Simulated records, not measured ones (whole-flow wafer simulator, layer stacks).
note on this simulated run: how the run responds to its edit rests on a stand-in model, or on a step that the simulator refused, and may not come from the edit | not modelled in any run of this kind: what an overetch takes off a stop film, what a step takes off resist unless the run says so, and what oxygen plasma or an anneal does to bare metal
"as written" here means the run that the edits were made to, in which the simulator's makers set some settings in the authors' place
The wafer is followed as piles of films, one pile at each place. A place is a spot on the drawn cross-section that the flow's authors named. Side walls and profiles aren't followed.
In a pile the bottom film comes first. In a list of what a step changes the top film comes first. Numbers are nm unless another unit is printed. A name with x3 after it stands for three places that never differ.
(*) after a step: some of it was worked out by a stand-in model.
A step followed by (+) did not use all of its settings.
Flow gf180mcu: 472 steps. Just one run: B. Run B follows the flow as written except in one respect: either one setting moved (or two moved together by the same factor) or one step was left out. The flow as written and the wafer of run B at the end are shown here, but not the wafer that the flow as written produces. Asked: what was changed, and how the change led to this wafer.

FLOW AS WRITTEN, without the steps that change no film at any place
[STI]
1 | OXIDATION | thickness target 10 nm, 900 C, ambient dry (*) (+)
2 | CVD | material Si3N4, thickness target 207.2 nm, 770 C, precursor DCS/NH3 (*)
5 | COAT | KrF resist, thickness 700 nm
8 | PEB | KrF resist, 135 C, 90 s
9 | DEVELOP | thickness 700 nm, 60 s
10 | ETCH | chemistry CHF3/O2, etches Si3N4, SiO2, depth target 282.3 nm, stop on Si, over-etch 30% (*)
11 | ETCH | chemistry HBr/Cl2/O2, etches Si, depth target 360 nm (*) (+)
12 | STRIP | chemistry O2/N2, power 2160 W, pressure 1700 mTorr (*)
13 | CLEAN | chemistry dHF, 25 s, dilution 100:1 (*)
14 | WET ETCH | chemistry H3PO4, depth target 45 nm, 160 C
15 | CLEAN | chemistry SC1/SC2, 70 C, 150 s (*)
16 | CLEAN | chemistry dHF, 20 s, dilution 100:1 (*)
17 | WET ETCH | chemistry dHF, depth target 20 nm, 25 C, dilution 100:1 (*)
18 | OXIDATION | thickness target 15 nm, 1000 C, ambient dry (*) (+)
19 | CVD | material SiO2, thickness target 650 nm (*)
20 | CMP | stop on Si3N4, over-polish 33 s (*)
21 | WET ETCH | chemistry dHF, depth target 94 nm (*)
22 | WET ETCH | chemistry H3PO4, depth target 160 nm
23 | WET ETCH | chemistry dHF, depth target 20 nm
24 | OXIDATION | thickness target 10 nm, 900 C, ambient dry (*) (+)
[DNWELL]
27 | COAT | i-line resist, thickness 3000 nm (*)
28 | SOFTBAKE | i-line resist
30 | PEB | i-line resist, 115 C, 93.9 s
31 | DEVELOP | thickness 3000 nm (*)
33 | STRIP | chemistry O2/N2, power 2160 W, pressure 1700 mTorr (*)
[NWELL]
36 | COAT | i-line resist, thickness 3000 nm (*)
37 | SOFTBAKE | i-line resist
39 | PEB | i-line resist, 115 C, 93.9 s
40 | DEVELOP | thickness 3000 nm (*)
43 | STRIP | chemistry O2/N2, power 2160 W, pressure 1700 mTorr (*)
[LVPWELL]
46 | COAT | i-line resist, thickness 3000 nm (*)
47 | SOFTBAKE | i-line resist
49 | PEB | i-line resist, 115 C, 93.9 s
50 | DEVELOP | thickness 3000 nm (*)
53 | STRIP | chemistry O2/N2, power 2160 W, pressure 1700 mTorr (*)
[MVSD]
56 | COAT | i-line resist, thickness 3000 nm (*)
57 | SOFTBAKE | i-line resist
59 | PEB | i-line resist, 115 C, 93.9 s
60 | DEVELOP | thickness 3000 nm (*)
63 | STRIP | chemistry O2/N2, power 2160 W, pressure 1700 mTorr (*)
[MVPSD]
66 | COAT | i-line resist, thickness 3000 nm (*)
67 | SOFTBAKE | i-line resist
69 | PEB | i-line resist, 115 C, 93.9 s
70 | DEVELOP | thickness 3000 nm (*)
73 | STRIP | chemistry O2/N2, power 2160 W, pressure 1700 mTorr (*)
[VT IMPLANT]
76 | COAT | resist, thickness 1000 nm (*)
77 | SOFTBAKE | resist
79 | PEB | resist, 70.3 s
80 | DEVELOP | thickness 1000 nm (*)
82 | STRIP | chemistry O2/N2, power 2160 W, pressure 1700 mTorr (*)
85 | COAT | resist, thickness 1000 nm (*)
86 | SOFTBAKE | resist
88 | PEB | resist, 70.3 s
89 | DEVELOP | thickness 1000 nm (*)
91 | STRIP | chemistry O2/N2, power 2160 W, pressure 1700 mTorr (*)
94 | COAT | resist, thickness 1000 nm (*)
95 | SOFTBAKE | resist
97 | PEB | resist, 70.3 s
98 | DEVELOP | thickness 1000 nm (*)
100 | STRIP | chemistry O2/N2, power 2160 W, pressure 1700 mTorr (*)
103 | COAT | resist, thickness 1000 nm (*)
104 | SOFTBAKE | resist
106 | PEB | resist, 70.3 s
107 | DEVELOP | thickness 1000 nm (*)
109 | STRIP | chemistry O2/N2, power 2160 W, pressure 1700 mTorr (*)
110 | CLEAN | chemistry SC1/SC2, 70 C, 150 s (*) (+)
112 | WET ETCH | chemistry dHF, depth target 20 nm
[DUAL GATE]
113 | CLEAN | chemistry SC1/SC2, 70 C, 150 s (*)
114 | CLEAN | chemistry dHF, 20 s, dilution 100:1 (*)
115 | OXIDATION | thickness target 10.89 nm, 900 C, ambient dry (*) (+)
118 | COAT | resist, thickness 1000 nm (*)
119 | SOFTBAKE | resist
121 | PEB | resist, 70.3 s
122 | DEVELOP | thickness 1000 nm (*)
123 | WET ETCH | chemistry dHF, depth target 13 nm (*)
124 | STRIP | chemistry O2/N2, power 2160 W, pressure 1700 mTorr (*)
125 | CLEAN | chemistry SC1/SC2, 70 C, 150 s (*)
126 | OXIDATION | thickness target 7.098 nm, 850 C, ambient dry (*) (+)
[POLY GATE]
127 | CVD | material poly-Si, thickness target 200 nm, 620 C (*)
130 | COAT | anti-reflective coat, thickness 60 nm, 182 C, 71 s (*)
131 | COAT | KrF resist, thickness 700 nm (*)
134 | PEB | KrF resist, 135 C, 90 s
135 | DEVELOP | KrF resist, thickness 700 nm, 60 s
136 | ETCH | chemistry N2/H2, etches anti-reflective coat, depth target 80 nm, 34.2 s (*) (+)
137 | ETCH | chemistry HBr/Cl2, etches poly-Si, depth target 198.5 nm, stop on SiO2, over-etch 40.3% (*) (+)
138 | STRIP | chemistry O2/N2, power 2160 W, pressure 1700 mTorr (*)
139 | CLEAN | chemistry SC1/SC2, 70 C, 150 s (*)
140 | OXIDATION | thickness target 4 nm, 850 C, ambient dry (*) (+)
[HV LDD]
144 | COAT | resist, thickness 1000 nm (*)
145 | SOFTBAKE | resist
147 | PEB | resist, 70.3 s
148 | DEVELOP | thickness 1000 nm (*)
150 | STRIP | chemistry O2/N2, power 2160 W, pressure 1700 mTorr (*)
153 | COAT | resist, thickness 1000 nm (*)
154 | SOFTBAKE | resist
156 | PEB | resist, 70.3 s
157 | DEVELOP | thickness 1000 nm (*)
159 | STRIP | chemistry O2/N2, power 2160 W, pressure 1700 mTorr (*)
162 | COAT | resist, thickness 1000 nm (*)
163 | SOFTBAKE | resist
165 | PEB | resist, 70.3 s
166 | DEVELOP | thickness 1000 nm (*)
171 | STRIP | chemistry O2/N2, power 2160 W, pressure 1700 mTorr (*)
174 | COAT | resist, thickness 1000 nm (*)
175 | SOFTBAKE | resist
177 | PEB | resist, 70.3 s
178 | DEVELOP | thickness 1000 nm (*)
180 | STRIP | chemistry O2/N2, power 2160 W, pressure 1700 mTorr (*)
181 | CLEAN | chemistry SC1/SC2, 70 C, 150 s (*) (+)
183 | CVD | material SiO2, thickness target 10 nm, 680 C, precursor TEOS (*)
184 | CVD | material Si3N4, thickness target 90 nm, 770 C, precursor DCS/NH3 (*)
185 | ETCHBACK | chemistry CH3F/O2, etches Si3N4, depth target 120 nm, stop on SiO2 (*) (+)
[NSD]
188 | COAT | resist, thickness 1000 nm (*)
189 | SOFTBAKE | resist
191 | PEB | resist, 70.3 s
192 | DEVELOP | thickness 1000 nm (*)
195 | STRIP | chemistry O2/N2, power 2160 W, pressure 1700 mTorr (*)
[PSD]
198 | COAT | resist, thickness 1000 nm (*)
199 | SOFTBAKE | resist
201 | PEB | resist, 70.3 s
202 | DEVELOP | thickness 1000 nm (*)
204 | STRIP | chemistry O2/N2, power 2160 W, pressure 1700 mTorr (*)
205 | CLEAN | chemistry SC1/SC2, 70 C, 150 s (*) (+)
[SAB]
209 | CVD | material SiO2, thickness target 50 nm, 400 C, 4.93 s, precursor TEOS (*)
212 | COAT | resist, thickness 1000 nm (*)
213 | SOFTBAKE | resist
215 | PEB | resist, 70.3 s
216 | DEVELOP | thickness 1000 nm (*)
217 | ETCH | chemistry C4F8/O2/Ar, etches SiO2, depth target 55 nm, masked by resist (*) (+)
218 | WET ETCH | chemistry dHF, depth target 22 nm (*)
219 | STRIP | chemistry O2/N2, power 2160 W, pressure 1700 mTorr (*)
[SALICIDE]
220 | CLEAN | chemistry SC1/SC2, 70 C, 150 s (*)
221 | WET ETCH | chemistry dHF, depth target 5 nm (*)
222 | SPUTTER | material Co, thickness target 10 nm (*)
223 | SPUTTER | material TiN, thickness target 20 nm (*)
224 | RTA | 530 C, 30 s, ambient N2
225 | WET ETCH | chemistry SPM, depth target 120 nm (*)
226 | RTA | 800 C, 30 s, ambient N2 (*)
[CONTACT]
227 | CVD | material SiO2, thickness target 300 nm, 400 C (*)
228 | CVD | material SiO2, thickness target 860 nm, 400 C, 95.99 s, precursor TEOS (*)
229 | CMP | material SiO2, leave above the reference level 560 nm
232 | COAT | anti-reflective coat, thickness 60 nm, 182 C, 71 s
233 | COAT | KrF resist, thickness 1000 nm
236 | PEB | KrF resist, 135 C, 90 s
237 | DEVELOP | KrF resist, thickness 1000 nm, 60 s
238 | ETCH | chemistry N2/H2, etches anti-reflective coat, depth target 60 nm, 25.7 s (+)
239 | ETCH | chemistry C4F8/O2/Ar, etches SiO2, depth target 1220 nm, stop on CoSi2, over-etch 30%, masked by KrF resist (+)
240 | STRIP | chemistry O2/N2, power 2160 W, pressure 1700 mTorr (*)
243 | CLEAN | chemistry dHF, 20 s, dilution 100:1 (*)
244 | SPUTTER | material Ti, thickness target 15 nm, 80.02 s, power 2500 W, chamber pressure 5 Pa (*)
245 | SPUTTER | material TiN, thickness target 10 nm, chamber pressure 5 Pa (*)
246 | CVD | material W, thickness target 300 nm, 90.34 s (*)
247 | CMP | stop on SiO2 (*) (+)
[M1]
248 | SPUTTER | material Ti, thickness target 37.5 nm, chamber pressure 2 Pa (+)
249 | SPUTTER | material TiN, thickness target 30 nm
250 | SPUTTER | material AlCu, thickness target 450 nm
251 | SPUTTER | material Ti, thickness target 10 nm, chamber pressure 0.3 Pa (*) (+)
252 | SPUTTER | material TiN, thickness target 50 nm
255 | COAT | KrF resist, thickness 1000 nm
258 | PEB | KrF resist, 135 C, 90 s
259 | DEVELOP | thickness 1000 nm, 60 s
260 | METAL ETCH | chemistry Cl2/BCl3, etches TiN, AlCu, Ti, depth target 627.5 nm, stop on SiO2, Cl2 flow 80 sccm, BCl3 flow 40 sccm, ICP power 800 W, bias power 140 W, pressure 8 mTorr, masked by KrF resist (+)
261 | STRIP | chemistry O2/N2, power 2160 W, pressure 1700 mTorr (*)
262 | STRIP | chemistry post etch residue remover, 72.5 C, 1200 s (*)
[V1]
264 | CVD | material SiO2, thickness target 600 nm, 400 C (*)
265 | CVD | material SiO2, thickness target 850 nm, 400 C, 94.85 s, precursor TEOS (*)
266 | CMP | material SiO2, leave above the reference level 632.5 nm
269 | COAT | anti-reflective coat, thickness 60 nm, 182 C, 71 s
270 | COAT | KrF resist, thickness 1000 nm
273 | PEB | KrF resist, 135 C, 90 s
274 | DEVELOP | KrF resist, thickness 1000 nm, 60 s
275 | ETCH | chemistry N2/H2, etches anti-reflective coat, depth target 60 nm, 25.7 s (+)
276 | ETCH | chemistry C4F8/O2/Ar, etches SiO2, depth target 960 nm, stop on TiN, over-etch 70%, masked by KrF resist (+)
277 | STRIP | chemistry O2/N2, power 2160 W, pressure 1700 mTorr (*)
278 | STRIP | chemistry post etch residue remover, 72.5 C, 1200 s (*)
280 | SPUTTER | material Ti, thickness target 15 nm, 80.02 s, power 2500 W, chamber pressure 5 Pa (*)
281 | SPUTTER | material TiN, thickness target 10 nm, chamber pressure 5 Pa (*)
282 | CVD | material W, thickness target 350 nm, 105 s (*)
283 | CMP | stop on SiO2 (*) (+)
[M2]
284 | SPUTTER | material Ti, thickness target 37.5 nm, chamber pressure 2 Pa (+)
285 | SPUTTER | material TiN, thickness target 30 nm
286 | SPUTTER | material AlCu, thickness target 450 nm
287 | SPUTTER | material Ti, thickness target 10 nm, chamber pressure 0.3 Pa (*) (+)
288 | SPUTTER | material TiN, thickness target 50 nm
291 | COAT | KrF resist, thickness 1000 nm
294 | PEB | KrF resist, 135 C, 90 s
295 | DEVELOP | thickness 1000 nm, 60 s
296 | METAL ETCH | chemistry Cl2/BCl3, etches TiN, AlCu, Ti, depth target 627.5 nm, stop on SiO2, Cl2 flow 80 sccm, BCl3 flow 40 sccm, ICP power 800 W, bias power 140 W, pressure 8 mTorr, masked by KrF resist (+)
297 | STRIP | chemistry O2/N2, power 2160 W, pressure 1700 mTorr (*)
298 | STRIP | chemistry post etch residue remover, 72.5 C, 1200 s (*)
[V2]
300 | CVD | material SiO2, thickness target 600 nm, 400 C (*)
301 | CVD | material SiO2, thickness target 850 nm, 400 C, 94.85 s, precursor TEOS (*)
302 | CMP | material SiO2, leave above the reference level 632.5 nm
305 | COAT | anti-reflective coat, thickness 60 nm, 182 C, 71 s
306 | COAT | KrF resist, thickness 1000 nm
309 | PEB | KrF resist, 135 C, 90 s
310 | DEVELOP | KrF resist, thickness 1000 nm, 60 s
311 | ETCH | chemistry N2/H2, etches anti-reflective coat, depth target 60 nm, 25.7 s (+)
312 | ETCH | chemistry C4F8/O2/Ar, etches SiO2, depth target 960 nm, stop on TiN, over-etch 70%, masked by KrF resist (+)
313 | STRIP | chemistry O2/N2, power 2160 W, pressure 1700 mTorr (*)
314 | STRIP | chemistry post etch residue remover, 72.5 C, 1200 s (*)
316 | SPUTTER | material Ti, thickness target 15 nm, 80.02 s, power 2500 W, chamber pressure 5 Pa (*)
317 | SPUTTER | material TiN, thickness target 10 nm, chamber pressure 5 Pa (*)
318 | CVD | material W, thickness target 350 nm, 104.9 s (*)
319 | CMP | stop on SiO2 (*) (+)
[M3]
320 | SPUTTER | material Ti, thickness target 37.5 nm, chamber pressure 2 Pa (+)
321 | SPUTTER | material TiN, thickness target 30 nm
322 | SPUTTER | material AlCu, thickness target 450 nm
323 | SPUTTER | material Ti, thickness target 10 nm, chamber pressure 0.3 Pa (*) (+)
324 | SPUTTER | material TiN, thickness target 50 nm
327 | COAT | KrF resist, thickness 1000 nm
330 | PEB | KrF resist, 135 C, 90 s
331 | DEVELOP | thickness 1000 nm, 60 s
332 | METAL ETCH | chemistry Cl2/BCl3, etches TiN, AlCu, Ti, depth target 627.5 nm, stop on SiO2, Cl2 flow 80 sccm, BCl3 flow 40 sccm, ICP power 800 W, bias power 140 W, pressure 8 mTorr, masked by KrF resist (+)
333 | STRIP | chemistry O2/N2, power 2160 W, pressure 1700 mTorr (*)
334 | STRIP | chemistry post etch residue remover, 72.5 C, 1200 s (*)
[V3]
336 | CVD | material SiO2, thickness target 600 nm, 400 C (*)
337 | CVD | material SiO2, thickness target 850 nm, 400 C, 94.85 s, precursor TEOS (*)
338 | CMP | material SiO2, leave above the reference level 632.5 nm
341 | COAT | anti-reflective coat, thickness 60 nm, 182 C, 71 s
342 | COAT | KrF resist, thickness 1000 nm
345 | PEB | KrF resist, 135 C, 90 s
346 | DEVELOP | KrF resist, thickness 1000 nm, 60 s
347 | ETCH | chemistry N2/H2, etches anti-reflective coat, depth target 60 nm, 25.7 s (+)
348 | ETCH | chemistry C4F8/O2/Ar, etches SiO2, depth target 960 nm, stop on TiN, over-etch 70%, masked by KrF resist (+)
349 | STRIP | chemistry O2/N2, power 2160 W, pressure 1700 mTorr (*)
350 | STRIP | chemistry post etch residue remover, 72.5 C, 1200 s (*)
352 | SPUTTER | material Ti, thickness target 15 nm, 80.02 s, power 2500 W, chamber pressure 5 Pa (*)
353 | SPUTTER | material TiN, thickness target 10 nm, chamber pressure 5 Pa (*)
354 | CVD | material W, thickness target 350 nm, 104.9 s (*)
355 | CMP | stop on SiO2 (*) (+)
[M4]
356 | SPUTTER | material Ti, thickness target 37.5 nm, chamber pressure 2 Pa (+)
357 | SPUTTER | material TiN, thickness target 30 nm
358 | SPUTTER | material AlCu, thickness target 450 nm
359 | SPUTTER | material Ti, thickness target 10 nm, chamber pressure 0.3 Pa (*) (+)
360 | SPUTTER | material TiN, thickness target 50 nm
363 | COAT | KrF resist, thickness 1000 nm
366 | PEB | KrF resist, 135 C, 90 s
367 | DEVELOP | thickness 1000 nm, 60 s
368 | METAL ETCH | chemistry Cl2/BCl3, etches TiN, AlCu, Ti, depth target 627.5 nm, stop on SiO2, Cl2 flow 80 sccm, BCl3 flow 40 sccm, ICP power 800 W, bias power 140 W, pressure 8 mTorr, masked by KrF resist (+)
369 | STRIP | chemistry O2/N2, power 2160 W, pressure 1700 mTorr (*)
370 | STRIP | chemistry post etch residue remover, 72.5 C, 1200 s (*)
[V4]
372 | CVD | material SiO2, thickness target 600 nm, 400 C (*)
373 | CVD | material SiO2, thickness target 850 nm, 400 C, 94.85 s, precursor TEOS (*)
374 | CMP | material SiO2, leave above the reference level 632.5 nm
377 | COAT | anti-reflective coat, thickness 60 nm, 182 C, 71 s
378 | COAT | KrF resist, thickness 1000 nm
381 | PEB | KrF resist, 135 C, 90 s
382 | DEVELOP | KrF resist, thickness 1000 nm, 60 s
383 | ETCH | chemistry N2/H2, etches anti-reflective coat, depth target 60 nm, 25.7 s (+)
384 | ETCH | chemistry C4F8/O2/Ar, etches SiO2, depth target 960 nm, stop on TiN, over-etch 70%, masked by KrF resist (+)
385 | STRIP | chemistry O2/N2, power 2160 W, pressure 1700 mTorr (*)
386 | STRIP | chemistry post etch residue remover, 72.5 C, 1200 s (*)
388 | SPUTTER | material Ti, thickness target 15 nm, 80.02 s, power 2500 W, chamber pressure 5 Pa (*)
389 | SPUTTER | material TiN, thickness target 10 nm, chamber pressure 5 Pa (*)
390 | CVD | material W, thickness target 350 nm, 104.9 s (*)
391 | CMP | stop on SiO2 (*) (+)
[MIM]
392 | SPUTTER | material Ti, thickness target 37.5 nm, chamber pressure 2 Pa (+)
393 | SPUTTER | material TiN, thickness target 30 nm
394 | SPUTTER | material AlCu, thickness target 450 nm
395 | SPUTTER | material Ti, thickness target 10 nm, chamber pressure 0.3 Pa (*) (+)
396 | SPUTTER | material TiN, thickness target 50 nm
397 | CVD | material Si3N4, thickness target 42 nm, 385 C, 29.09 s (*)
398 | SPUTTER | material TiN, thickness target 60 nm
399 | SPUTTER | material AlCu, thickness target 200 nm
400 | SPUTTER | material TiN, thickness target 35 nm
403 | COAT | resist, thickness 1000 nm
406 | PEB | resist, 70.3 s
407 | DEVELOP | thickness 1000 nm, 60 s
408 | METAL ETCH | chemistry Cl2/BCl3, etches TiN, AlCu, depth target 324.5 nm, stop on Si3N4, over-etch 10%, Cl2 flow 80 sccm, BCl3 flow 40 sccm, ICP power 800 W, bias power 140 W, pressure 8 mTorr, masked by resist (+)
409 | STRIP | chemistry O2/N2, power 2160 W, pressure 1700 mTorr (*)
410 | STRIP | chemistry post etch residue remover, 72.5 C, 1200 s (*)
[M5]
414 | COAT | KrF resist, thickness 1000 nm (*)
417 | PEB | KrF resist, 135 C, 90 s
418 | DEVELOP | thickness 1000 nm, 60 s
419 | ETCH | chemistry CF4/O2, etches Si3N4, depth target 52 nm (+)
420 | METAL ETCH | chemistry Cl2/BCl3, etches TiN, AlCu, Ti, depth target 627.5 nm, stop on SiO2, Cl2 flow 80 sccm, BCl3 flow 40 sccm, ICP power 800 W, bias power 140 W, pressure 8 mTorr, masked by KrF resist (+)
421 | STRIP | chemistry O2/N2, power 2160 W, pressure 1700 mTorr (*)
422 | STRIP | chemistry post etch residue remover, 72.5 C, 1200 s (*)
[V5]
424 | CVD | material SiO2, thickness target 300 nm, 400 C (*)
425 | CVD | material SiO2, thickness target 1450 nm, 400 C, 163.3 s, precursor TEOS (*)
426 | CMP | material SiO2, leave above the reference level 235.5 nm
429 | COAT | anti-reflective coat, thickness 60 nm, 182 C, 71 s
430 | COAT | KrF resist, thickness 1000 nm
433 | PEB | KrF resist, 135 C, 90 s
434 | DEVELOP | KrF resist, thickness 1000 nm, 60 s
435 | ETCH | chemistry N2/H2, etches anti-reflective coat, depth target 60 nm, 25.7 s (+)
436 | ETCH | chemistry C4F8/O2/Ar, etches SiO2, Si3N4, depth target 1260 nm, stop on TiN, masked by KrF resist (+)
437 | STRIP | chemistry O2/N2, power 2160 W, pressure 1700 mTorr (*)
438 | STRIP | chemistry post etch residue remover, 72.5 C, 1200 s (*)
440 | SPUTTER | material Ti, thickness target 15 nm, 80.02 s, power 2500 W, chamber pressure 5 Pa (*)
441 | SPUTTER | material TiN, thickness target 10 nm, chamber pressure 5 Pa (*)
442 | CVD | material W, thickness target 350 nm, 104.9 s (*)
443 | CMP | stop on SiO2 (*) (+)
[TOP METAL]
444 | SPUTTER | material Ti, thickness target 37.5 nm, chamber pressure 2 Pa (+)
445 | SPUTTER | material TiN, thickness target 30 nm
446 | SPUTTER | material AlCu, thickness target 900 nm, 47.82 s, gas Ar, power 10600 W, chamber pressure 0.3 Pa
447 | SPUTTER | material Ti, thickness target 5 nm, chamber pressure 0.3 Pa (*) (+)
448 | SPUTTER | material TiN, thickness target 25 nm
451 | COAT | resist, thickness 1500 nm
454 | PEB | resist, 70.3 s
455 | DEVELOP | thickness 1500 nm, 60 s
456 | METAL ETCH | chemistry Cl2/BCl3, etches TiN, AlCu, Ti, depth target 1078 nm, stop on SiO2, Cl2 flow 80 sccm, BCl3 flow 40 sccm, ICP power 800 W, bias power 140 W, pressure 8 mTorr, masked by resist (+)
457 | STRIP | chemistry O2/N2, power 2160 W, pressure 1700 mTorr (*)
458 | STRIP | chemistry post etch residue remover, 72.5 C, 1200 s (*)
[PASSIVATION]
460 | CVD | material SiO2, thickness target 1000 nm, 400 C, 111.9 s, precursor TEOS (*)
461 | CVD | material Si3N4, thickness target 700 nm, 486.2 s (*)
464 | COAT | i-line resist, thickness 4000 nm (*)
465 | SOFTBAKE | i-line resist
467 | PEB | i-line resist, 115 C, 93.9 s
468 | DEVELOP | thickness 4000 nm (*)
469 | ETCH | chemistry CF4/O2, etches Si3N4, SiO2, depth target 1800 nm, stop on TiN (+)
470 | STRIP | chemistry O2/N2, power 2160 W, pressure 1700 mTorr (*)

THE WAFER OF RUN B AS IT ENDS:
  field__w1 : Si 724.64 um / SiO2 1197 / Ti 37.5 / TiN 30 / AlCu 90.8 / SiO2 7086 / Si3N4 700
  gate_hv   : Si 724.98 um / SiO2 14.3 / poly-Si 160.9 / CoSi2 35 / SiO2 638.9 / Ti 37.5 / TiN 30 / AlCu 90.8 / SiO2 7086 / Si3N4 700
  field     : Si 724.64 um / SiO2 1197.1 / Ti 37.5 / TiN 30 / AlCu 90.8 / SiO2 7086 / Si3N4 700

Cause: step 250, SPUTTER: thickness target 664 nm was run, while the flow as written has thickness target 450 nm.

How this came from the change, step by step:
  250 | SPUTTER | material AlCu, thickness target 450 nm
      field, field__w1, field__w2 and 108 more: AlCu gains 664 (new film) (as written it would have been: AlCu gains 450 (new film))
  260 | METAL ETCH | chemistry Cl2/BCl3, etches TiN, AlCu, Ti, depth target 627.5 nm, stop on SiO2, Cl2 flow 80 sccm, BCl3 flow 40 sccm, ICP power 800 W, bias power 140 W, pressure 8 mTorr, masked by KrF resist (+)
      field, field__w1, field__w2 and 99 more: TiN loses 50 (all of it), Ti loses 10 (all of it), AlCu loses 567.5 (as written it would have been: TiN loses 50 (all of it), Ti loses 10 (all of it), AlCu loses 450 (all of it), TiN loses 30 (all of it), Ti loses 37.5 (all of it))
  262 | STRIP | chemistry post etch residue remover, 72.5 C, 1200 s (*)
      field, field__w1, field__w2 and 99 more: AlCu loses 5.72 (as written it would have been: nothing)
  264 | CVD | material SiO2, thickness target 600 nm, 400 C (*)
      field, field__w1, field__w2 and 99 more: SiO2 gains 600 (new film) (as written it would have been: SiO2 gains 600)
  266 | CMP | material SiO2, leave above the reference level 632.5 nm
      field, field__w1, field__w2 and 99 more: SiO2 loses 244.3 (as written it would have been: SiO2 loses 300)
Taking metal films that touch as one body, field__w1 has 1 body; the flow as written gives 0 bodies.
Taking metal films that touch as one body, gate_hv has 2 bodies (between them, from the top down: SiO2 638.9); the flow as written gives 1 body.
Taking metal films that touch as one body, field has 1 body; the flow as written gives 0 bodies.
